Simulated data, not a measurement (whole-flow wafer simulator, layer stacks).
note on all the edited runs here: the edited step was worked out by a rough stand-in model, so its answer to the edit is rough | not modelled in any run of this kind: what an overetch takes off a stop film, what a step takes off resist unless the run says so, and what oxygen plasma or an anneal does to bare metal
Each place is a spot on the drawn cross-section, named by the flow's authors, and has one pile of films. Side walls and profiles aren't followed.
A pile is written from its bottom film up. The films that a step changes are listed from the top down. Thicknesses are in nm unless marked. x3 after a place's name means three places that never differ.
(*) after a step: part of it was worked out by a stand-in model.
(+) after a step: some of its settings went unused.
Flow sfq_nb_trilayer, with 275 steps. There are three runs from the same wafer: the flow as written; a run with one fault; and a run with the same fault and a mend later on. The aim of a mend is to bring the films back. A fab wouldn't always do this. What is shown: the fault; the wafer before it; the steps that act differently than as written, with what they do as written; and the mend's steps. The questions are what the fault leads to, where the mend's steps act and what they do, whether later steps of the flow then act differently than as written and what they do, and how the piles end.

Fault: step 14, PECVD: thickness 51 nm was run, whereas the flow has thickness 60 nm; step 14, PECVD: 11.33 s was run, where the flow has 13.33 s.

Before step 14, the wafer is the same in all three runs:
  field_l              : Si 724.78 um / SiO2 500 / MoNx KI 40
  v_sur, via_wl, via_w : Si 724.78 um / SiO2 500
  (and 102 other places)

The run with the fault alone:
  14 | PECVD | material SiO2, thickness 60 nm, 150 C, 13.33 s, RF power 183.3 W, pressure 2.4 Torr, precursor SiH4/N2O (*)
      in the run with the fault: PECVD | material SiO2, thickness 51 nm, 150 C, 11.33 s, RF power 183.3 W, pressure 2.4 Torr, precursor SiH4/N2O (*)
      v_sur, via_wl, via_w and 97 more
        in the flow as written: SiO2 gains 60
        in the run with the fault: SiO2 gains 51
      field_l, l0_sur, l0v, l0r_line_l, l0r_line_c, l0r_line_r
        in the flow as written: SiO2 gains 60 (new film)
        in the run with the fault: SiO2 gains 51 (new film)
  Later steps of the flow acting differently than as written (not shown: 8 more steps that differ only slightly, by at most 2% or 0.5 nm, whichever is larger):
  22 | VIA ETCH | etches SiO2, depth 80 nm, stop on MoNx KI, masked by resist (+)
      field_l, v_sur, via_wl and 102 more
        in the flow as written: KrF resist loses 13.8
        in the run with the fault: KrF resist loses 13.2
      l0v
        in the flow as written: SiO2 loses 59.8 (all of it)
        in the run with the fault: SiO2 loses 50.8 (all of it)
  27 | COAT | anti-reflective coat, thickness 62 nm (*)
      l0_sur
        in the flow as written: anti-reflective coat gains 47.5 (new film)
        in the run with the fault: anti-reflective coat gains 48.5 (new film)
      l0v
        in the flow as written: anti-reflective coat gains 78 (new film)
        in the run with the fault: anti-reflective coat gains 75.2 (new film)
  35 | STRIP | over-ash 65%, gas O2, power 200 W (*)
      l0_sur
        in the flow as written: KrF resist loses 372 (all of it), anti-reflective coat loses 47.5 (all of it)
        in the run with the fault: KrF resist loses 372.5 (all of it), anti-reflective coat loses 48.5 (all of it)
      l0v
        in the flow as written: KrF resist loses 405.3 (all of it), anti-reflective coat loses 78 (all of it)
        in the run with the fault: KrF resist loses 399.7 (all of it), anti-reflective coat loses 75.2 (all of it)
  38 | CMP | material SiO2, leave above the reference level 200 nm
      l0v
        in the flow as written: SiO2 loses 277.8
        in the run with the fault: SiO2 loses 288.3
  By the end, the piles at field_l, l0_sur, l0r_line_l, l0r_line_c, l0r_line_r depart from the flow's by more than 2% or 0.5 nm, whichever is larger.
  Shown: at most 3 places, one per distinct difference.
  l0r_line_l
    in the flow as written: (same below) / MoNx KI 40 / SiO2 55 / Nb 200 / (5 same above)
    in the run with the fault: (same below) / MoNx KI 40 / SiO2 46 / Nb 200 / (5 same above)
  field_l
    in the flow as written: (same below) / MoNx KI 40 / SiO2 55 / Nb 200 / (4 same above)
    in the run with the fault: (same below) / MoNx KI 40 / SiO2 46 / Nb 200 / (4 same above)
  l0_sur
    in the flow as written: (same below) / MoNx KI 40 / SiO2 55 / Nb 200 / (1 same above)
    in the run with the fault: (same below) / MoNx KI 40 / SiO2 46 / Nb 200 / (1 same above)

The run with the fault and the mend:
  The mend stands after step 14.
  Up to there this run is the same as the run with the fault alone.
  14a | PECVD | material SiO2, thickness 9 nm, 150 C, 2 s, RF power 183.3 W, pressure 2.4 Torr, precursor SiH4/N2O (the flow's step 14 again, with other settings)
      field_l, v_sur, via_wl and 103 more
        SiO2 gains 9
  None of the later steps of the flow differs from how it acts as written, at any place that is followed, by more than 2% or 0.5 nm, whichever is larger.
  By the end, the piles equal the flow's at every place that both follow.
